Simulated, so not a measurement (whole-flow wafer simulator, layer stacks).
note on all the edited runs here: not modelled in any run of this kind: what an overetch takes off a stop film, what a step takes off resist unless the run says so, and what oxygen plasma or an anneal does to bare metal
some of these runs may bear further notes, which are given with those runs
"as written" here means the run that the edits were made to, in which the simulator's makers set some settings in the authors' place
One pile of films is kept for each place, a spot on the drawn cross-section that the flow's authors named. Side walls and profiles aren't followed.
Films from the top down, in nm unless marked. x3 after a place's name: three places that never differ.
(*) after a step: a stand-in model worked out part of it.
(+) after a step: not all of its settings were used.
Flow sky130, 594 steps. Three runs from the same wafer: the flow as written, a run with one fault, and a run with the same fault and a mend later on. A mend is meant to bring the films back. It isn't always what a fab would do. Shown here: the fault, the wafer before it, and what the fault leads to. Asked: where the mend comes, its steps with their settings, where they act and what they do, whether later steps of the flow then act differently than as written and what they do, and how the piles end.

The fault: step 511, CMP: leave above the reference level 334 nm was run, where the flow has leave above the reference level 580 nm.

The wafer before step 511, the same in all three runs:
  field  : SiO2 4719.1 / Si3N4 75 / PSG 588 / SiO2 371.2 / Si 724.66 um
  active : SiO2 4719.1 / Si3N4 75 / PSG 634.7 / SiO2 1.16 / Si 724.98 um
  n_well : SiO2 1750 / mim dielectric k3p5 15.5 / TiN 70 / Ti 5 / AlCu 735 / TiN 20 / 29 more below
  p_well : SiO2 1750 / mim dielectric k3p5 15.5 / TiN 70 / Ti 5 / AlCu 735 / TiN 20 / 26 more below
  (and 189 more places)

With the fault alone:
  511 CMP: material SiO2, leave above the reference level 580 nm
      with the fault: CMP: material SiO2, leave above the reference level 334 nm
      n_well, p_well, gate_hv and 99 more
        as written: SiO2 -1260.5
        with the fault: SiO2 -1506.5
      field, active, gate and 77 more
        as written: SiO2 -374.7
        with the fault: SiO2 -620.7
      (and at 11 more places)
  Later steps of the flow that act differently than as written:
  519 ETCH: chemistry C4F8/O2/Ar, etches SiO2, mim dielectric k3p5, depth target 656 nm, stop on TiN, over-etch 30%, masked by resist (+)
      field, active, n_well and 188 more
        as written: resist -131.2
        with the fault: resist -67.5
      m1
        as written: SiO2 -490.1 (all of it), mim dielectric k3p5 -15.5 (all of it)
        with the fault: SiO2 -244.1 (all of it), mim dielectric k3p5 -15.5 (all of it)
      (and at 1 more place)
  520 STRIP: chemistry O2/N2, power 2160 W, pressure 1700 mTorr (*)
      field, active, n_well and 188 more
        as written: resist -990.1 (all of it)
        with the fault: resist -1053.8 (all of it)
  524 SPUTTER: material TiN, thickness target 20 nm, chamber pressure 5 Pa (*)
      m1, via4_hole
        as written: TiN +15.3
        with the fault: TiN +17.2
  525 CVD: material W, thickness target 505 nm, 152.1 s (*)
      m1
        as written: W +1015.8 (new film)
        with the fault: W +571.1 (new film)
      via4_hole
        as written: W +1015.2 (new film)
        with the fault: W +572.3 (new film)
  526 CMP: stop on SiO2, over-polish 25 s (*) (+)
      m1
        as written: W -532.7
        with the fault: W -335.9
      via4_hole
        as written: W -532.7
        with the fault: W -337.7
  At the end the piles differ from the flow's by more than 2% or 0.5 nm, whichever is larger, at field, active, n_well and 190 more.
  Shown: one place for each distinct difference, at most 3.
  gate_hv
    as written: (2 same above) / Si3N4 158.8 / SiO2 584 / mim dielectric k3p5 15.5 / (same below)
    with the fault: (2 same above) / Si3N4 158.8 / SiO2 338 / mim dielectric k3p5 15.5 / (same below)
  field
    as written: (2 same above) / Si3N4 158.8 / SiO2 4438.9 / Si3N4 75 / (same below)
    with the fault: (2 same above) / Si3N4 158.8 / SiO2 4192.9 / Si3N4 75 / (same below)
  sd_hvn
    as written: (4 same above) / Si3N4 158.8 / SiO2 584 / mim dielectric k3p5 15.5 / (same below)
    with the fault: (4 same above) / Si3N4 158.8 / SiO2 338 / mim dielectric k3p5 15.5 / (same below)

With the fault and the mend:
  The mend comes after step 511.
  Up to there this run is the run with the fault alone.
  511a HDPCVD: thickness target 246 nm (*) (the flow's step 510 once more, with other settings)
      field, active, n_well and 190 more
        SiO2 +246
  No later step of the flow acts differently than as written at any place that is followed.
  At the end the piles are the same as the flow's at every place that both follow.
